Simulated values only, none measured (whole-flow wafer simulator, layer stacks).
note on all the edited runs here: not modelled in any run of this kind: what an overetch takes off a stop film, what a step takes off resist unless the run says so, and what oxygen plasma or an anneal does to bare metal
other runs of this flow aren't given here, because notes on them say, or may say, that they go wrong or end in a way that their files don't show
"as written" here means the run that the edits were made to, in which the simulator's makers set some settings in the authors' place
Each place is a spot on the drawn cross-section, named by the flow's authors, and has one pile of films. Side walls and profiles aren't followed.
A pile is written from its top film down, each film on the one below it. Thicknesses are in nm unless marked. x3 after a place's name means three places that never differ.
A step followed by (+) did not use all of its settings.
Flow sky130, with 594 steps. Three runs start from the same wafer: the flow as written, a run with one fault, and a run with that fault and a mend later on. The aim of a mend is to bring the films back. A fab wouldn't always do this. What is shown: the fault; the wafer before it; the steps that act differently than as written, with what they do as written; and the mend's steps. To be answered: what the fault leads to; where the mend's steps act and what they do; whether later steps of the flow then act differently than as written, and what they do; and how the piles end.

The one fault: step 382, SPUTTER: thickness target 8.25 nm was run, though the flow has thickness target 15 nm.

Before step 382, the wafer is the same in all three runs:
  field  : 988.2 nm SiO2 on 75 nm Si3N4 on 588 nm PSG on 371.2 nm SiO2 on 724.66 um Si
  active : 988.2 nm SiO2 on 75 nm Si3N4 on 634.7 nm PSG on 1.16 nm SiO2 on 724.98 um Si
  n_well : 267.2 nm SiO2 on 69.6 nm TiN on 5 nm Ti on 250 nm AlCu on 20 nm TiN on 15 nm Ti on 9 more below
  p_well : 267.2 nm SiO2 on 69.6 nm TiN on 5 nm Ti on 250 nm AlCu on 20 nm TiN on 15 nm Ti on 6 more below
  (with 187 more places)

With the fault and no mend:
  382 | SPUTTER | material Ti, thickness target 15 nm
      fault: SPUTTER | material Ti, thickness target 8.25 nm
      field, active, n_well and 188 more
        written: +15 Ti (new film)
        fault: +8.25 Ti (new film)
  Steps later in the flow that act otherwise than as written (5 other steps are not shown; they differ only slightly, by no more than 2% or 0.5 nm, whichever is larger):
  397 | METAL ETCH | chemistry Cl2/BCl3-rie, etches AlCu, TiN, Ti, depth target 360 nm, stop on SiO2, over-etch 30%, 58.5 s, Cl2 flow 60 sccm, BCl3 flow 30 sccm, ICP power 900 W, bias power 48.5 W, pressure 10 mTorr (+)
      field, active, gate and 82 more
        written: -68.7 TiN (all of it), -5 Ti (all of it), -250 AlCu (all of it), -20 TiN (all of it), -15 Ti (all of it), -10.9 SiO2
        fault: -68.7 TiN (all of it), -5 Ti (all of it), -250 AlCu (all of it), -20 TiN (all of it), -8.25 Ti (all of it), -11.6 SiO2
  The piles end different from the flow's at n_well, p_well, gate_hv and 103 more by more than 2% or 0.5 nm, whichever is larger.
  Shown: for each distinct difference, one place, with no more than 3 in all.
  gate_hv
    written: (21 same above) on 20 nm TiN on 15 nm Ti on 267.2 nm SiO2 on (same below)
    fault: (21 same above) on 20 nm TiN on 8.25 nm Ti on 267.2 nm SiO2 on (same below)
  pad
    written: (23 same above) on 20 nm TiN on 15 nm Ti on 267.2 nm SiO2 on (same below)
    fault: (23 same above) on 20 nm TiN on 8.25 nm Ti on 267.2 nm SiO2 on (same below)
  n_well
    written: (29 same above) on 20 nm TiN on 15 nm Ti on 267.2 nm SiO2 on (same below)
    fault: (29 same above) on 20 nm TiN on 8.25 nm Ti on 267.2 nm SiO2 on (same below)

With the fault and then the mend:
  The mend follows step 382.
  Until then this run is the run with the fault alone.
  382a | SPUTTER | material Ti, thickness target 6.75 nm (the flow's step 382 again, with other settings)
      field, active, n_well and 188 more
        +6.75 Ti
  None of the later steps of the flow acts differently than as written at any place that is followed.
  The piles end the same as the flow's at every place that both follow.
